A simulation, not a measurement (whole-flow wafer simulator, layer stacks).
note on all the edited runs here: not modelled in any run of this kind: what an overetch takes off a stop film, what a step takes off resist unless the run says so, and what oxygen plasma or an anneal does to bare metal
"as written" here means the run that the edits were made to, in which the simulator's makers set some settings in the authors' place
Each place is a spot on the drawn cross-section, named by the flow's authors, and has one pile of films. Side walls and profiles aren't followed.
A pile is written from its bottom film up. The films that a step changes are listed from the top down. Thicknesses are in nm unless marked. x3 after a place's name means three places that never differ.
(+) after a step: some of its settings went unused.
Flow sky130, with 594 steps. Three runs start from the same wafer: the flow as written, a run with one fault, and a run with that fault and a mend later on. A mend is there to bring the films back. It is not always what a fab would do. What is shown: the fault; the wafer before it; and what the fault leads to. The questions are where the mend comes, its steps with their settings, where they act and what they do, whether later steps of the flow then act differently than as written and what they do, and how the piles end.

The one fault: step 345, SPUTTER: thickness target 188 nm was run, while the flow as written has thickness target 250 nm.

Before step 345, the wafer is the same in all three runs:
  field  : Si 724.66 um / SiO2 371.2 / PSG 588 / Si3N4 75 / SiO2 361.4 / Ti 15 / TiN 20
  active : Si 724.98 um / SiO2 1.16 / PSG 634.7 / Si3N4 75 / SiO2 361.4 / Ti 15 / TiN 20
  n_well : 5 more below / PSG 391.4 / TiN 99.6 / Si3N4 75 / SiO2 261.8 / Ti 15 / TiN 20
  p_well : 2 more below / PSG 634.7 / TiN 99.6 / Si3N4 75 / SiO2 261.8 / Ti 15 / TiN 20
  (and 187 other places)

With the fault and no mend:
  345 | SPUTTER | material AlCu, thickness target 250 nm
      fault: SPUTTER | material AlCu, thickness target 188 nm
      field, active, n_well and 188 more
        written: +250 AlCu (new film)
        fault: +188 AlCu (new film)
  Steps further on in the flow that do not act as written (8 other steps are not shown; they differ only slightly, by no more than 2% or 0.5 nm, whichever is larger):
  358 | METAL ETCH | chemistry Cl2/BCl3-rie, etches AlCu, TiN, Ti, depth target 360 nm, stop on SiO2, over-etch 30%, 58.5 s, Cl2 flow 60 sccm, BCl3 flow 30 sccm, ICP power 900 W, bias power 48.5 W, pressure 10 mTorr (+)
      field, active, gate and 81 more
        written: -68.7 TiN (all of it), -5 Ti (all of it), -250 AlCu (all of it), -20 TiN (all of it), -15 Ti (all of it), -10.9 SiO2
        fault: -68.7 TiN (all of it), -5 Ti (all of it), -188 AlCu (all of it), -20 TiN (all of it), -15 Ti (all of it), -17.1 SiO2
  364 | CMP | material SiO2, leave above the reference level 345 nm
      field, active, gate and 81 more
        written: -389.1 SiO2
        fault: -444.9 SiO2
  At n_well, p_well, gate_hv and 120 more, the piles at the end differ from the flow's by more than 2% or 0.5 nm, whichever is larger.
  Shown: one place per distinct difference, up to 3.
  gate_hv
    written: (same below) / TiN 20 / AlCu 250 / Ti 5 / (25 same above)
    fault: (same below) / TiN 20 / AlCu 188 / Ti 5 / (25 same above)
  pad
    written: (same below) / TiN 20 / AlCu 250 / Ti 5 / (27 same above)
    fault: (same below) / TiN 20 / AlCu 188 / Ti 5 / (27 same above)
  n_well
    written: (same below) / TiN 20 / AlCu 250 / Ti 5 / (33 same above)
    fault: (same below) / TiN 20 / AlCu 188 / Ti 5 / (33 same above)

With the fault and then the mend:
  The mend stands after step 345.
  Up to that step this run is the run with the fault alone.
  345a | SPUTTER | material AlCu, thickness target 62 nm (a further turn of the flow's step 345, with different settings)
      field, active, n_well and 188 more
        +62 AlCu
  None of the later steps of the flow acts differently than as written at any place that is followed.
  At every place that both follow, the piles at the end match the flow's.
